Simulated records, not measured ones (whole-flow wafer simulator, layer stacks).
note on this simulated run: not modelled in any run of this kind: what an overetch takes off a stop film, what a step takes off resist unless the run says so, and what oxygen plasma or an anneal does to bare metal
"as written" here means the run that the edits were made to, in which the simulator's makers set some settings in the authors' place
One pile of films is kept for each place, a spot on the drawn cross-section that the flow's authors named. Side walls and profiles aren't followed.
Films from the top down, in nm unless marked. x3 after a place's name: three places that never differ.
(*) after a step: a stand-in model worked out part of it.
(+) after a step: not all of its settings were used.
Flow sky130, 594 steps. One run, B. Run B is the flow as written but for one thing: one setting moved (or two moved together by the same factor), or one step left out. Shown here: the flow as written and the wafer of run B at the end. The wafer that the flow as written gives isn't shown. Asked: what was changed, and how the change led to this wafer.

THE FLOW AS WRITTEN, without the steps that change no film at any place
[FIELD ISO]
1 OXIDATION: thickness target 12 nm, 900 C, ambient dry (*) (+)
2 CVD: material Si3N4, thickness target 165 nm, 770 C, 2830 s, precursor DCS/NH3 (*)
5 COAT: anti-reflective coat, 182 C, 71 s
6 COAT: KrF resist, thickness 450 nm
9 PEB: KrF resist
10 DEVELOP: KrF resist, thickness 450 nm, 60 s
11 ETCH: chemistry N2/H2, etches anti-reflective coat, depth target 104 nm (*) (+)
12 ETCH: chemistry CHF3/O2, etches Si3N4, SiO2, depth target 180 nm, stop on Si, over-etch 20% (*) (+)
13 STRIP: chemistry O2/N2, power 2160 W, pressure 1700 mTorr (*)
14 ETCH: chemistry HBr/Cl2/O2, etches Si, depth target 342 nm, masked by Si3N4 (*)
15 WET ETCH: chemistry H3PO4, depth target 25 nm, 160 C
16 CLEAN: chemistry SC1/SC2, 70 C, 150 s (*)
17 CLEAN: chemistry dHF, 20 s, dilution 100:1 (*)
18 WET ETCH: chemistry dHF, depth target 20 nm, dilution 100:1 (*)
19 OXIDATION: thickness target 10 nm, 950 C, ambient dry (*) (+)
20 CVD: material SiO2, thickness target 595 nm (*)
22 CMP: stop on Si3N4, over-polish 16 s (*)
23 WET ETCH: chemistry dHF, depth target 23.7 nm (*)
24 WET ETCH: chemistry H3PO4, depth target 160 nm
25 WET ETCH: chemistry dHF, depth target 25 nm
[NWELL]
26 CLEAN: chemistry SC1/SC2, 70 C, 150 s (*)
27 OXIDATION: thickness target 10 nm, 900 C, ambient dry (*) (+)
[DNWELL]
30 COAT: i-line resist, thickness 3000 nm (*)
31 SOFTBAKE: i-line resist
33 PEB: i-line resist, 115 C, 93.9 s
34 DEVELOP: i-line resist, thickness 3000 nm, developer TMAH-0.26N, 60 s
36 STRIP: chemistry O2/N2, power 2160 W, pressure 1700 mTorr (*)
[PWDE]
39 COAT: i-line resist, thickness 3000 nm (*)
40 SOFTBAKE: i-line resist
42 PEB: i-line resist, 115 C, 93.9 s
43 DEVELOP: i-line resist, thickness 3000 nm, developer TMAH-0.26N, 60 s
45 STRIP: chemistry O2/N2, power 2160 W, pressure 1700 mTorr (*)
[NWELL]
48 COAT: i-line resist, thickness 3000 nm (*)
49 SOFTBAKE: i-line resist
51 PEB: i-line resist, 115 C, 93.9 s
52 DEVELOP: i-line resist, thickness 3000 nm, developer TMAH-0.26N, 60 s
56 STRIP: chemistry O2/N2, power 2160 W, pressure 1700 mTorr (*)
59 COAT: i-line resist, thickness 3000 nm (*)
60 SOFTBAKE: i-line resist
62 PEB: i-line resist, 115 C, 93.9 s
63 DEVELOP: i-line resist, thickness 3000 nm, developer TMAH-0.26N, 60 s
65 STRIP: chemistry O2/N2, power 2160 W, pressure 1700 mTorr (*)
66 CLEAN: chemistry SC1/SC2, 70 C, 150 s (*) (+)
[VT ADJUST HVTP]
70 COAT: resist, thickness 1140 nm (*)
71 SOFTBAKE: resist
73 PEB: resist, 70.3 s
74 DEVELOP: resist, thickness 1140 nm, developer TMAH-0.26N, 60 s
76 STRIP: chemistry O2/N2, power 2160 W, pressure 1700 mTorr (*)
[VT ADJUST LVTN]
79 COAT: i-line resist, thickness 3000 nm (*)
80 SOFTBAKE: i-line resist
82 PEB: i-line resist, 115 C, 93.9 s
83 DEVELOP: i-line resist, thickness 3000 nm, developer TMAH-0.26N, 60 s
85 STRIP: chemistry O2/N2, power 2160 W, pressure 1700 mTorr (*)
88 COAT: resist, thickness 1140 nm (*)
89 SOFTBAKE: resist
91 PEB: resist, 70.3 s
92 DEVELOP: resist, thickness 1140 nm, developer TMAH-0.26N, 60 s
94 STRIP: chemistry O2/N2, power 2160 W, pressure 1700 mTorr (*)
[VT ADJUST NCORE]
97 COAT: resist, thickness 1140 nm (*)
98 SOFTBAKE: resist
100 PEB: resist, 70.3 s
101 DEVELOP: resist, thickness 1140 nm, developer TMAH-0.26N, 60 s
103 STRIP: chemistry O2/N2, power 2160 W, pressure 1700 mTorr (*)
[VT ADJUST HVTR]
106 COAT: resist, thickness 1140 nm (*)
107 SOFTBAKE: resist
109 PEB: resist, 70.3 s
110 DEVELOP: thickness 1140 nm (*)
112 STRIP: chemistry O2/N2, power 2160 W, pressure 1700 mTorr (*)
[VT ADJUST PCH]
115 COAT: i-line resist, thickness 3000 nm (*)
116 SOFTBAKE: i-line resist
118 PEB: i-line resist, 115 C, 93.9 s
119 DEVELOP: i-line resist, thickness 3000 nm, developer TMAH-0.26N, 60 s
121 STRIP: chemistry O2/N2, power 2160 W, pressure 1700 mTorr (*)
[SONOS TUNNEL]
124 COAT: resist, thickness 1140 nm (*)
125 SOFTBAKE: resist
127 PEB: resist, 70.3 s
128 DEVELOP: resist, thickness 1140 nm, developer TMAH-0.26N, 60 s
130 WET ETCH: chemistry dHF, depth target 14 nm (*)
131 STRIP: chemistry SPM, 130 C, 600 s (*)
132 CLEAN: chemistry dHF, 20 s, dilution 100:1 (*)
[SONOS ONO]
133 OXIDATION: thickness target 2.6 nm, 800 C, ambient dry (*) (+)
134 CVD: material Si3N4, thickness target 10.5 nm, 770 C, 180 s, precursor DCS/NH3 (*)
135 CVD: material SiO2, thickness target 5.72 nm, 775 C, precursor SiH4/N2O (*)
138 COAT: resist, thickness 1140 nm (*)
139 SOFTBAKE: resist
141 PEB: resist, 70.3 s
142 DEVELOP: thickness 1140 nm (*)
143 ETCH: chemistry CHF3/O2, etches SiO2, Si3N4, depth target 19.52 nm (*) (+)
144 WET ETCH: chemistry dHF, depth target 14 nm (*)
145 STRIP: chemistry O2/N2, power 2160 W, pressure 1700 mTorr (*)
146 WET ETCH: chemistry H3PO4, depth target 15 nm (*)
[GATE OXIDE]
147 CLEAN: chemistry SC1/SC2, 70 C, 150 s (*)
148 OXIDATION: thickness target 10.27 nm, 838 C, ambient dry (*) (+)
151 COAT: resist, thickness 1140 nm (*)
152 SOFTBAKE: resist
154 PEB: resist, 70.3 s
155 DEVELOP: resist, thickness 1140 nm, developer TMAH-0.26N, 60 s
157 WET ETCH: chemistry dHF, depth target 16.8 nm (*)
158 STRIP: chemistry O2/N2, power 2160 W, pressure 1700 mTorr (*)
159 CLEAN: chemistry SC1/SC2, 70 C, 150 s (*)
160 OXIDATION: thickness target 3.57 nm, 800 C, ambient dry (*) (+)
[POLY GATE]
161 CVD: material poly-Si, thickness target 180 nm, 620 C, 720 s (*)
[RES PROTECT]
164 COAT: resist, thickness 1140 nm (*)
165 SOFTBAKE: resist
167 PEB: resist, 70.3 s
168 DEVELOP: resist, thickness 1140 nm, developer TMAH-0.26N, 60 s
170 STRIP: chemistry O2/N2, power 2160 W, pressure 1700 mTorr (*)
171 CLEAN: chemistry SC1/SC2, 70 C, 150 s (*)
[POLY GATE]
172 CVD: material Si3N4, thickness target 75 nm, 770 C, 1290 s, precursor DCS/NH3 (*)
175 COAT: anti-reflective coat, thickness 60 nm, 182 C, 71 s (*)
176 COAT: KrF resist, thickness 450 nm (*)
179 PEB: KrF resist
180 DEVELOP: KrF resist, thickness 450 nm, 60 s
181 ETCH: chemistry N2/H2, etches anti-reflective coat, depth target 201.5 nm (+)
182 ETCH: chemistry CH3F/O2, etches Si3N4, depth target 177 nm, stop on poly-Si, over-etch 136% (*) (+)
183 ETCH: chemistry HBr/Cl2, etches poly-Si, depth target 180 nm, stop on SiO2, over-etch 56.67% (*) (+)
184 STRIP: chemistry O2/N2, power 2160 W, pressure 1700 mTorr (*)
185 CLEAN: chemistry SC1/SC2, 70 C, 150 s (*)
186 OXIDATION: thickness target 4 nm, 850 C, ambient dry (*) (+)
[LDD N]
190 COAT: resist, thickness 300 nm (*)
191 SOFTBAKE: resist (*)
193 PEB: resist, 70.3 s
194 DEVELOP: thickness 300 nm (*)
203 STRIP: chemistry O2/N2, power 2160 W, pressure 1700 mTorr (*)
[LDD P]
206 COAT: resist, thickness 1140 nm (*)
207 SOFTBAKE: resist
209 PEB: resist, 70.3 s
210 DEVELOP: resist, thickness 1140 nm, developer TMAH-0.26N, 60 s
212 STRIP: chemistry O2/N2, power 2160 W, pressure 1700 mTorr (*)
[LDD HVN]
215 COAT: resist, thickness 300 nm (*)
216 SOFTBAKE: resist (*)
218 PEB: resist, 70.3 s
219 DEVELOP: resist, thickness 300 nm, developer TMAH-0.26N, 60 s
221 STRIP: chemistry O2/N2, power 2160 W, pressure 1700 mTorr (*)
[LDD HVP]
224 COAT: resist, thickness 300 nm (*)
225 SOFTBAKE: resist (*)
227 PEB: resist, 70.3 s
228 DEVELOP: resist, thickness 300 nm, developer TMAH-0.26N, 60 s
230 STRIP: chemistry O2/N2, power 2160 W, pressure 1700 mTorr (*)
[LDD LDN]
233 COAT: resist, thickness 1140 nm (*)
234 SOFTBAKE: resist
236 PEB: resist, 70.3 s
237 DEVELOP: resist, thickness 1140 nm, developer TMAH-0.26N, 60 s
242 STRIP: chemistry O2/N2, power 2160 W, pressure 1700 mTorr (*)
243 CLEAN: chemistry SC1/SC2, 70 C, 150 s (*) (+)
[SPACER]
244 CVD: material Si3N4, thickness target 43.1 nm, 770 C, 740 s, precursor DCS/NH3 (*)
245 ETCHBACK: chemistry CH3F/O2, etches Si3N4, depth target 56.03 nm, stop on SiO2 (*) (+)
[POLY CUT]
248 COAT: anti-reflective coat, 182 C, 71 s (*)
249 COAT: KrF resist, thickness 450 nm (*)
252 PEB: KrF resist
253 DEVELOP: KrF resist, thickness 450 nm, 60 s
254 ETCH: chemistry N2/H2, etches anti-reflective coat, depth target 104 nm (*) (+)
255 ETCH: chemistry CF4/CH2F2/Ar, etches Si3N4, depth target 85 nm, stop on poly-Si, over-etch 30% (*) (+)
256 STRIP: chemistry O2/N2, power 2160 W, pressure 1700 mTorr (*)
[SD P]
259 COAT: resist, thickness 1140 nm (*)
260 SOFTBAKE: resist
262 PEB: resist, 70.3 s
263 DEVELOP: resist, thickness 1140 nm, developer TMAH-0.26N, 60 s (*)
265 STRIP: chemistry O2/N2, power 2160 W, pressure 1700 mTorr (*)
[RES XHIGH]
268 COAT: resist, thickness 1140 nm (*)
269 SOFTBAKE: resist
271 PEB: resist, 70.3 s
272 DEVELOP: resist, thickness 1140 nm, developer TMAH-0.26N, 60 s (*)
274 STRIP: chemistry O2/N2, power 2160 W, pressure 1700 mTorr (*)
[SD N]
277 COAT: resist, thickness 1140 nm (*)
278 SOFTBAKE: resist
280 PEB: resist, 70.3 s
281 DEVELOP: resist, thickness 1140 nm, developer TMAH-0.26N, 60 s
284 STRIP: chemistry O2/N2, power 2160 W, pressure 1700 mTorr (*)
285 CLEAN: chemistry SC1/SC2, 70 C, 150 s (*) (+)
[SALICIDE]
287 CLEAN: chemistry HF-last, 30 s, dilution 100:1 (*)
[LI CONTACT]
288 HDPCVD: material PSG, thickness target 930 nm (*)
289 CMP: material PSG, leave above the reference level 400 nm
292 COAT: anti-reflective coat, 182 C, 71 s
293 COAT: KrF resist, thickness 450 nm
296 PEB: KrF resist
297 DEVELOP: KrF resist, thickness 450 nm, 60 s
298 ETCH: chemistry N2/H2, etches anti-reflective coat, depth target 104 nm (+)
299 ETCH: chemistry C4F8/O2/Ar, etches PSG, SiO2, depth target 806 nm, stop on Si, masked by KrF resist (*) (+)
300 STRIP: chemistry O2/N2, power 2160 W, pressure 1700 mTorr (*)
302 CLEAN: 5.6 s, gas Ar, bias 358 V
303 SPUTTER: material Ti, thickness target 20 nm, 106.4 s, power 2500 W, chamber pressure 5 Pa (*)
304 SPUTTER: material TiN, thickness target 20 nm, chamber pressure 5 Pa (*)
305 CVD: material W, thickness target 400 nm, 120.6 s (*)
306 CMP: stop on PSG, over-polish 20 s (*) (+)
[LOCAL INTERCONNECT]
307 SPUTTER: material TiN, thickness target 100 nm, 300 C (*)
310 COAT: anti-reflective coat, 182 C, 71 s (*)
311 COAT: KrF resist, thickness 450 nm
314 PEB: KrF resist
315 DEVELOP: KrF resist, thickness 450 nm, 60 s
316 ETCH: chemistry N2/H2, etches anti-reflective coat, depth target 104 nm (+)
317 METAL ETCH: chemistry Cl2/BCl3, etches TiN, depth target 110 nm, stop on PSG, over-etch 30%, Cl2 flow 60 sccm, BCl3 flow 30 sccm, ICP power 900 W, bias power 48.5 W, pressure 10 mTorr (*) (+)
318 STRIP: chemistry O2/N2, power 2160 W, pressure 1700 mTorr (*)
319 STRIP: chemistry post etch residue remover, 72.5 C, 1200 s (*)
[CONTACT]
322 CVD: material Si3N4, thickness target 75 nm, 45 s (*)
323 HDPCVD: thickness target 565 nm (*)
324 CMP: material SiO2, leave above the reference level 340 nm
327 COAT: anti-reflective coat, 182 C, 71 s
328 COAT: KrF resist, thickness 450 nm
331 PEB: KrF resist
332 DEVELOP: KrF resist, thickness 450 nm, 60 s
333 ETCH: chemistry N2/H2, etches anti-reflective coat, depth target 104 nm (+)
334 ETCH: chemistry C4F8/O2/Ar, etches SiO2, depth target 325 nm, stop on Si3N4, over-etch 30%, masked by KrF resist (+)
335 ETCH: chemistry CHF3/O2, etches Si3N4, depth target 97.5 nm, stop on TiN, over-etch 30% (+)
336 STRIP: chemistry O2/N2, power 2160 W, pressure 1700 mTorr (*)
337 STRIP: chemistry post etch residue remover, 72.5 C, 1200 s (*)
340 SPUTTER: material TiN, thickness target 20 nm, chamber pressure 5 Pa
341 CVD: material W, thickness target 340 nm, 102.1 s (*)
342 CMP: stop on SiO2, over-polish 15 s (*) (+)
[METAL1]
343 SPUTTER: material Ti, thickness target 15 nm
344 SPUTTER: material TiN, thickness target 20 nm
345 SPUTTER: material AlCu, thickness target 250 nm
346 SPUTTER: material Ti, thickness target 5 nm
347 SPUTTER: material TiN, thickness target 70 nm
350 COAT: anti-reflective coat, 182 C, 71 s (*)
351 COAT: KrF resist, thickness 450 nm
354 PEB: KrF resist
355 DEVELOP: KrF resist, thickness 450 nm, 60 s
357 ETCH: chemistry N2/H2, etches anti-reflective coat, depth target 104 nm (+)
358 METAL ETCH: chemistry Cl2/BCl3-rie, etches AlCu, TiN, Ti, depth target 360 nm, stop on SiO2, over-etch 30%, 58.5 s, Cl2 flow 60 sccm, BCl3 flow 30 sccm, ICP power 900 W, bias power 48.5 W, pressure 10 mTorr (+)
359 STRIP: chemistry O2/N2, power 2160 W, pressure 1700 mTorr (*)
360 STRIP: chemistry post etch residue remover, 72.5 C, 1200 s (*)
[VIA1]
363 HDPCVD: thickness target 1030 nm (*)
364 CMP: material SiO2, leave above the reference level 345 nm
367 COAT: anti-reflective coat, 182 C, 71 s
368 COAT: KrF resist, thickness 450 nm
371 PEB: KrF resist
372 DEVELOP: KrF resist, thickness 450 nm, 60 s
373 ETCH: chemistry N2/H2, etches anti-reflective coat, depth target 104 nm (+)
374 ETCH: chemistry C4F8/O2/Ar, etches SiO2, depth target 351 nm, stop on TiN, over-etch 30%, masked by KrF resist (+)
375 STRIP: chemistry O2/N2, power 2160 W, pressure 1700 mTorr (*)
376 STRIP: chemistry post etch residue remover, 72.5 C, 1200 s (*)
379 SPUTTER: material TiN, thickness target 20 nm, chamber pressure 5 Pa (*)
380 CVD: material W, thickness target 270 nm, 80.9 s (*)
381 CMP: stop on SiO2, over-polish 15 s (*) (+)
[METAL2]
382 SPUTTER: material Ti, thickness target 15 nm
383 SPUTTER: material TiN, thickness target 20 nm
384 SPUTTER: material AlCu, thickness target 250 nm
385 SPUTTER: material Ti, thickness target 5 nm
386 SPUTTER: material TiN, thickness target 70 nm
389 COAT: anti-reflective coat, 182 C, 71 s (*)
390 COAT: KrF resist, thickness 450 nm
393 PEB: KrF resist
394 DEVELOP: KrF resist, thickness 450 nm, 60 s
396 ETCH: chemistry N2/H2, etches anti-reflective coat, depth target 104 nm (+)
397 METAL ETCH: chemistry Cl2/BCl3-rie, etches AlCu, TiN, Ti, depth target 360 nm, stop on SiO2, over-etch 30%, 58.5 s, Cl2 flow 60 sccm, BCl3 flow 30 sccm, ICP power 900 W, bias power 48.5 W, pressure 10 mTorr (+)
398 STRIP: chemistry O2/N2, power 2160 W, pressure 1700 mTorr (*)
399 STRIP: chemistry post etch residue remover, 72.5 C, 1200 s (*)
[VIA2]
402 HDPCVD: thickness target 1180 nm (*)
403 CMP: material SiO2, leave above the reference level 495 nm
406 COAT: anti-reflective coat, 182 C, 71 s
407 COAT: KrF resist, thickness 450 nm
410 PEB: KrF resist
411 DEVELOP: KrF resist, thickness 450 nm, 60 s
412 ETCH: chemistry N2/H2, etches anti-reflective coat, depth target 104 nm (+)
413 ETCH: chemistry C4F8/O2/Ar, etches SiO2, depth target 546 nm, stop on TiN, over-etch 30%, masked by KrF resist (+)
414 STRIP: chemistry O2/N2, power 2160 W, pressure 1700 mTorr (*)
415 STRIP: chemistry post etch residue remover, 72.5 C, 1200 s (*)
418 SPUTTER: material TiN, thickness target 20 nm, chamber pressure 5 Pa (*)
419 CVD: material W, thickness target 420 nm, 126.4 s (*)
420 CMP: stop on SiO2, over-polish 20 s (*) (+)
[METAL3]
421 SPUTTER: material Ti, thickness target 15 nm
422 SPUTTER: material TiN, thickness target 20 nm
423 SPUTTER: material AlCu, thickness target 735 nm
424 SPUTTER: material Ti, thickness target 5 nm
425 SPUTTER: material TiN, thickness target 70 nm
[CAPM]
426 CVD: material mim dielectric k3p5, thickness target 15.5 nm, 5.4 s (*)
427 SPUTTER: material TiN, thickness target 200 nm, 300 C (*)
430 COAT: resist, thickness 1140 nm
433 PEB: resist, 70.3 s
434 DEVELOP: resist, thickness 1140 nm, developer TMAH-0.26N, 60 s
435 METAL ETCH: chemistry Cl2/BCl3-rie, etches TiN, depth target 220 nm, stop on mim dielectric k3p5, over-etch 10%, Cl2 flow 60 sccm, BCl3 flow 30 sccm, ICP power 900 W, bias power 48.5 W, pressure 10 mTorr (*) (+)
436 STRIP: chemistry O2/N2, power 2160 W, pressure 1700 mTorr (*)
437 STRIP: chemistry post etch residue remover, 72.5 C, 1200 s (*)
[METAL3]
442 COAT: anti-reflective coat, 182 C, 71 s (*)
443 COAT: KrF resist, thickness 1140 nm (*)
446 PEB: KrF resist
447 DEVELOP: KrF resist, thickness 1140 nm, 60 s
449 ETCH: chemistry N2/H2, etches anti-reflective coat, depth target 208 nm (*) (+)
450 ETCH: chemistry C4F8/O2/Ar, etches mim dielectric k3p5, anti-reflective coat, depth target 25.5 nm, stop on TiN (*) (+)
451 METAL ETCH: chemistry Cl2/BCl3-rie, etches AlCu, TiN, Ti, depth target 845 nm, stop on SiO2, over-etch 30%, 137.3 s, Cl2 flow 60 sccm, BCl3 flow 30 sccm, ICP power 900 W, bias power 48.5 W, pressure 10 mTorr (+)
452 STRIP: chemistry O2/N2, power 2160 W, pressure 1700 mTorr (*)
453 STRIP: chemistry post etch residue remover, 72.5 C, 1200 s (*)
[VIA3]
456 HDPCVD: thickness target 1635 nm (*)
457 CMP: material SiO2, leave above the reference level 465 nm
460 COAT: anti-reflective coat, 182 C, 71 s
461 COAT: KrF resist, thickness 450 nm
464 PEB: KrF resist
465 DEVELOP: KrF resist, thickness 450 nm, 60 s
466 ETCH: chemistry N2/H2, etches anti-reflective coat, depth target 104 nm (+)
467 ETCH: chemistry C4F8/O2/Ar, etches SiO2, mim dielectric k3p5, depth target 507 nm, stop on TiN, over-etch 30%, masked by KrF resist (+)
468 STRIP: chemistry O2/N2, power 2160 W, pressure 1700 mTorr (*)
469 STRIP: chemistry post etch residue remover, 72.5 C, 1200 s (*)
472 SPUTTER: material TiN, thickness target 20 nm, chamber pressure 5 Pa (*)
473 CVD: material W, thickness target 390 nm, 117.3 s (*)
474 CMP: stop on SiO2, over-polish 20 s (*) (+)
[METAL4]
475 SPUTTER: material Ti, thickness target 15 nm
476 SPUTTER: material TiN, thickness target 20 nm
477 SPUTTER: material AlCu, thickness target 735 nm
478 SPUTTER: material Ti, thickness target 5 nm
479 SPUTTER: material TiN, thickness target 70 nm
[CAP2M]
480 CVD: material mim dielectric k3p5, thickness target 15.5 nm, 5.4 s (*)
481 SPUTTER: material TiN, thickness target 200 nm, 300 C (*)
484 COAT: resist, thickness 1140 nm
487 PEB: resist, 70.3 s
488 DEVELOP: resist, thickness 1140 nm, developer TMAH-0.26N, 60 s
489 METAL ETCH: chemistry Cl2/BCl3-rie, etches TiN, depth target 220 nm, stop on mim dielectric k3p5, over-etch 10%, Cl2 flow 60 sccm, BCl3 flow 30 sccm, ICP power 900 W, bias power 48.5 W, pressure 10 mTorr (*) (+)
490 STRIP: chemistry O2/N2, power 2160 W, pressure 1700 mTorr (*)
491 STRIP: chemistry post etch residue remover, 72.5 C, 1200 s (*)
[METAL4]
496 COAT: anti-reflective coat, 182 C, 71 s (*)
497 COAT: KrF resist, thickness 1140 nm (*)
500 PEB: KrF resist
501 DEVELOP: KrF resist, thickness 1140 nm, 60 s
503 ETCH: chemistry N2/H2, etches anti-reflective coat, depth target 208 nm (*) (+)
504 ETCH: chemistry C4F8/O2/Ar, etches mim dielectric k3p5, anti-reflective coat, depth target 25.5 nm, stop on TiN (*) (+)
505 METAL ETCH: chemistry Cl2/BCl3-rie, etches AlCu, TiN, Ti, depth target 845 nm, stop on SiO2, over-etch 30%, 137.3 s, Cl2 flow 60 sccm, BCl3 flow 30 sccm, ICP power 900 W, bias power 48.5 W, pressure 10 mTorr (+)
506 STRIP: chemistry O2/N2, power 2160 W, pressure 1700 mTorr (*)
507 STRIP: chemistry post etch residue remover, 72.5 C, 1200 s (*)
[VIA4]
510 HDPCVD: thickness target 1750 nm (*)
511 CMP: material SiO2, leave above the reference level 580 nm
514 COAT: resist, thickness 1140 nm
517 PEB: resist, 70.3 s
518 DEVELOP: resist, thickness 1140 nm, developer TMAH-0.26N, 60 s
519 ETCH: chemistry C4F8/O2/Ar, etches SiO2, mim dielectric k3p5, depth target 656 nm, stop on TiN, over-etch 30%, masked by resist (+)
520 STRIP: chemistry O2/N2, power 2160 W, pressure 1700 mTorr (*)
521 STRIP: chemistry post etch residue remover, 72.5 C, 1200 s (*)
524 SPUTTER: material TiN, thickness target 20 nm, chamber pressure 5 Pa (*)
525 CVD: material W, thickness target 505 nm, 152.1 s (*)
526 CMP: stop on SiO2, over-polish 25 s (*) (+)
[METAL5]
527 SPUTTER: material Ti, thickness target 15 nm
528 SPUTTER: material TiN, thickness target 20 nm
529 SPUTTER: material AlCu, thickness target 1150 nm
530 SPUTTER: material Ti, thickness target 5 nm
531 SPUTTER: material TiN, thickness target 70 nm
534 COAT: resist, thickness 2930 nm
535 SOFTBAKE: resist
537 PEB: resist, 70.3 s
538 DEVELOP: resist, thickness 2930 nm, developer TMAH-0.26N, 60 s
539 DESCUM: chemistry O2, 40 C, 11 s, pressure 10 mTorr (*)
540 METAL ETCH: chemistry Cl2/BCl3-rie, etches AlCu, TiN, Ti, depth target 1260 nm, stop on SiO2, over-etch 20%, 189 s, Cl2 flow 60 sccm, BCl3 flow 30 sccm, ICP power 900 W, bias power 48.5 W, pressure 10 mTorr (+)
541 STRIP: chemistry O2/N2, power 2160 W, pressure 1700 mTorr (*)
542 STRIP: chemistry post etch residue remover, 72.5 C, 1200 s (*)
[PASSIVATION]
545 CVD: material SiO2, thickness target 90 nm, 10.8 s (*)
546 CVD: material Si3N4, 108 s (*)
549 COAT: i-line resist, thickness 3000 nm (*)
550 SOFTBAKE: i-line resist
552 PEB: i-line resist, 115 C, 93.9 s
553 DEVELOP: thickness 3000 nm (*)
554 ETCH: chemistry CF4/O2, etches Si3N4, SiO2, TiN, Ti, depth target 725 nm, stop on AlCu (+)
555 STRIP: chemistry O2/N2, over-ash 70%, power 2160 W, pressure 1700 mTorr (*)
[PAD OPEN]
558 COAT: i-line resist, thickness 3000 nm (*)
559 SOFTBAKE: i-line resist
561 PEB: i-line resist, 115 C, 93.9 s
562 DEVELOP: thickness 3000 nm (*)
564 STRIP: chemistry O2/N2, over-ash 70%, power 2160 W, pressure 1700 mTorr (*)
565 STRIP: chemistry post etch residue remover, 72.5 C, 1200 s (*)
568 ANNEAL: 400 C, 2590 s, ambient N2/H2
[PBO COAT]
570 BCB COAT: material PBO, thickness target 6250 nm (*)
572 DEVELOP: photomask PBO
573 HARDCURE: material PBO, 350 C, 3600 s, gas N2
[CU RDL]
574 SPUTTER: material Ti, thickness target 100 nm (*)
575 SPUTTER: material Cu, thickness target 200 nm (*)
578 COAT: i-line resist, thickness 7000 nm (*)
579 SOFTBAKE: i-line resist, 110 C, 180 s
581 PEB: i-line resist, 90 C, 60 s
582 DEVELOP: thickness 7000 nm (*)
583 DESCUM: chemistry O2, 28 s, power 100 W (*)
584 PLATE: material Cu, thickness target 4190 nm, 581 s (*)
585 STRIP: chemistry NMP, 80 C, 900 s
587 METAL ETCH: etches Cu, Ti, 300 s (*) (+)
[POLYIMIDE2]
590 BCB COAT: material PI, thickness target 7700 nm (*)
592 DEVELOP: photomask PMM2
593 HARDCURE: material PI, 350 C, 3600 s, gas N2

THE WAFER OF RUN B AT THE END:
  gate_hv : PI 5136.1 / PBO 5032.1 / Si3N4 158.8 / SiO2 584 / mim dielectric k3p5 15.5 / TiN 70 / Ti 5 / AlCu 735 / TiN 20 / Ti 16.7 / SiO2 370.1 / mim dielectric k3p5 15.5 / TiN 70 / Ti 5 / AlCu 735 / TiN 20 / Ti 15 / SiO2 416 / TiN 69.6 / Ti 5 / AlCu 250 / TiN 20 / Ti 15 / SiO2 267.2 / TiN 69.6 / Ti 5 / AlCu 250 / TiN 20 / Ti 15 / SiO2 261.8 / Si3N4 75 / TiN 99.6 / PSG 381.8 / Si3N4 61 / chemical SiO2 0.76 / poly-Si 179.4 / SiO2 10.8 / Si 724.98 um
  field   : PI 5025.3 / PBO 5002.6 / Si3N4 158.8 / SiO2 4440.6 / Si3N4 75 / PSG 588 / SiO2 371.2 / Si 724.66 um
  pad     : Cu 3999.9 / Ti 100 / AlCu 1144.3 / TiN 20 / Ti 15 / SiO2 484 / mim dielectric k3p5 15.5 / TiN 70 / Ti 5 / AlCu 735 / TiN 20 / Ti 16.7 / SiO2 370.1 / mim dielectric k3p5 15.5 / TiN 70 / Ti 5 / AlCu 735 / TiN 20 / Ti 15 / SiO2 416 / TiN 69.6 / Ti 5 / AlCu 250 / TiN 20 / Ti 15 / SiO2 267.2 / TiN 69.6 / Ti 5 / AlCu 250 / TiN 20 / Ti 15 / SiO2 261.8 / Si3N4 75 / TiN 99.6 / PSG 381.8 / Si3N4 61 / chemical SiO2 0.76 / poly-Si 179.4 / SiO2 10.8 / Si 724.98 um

The cause: step 475, SPUTTER: thickness target 16.7 nm was run, where the flow has thickness target 15 nm.
It can be read off the wafer: gate_hv has Ti 16.7, and step 475 as written asks for 15 nm.

How the change led to this, step by step:
  475 SPUTTER: material Ti, thickness target 15 nm
      field, active, n_well and 189 more: Ti +16.7 (new film) (as written it would be: Ti +15 (new film))
  505 METAL ETCH: chemistry Cl2/BCl3-rie, etches AlCu, TiN, Ti, depth target 845 nm, stop on SiO2, over-etch 30%, 137.3 s, Cl2 flow 60 sccm, BCl3 flow 30 sccm, ICP power 900 W, bias power 48.5 W, pressure 10 mTorr (+)
      field, gate, spacer and 68 more: TiN -70 (all of it), Ti -5 (all of it), AlCu -735 (all of it), TiN -20 (all of it), Ti -16.7 (all of it), SiO2 -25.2 (as written it would be: TiN -70 (all of it), Ti -5 (all of it), AlCu -735 (all of it), TiN -20 (all of it), Ti -15 (all of it), SiO2 -25.4)
      active, vpp_iso1, mim_edge_plate and 14 more: TiN -70 (all of it), Ti -5 (all of it), AlCu -735 (all of it), TiN -20 (all of it), Ti -16.7 (all of it), SiO2 -25.2 (as written it would be: TiN -70 (all of it), Ti -5 (all of it), AlCu -735 (all of it), TiN -20 (all of it), Ti -15 (all of it), SiO2 -25.3)
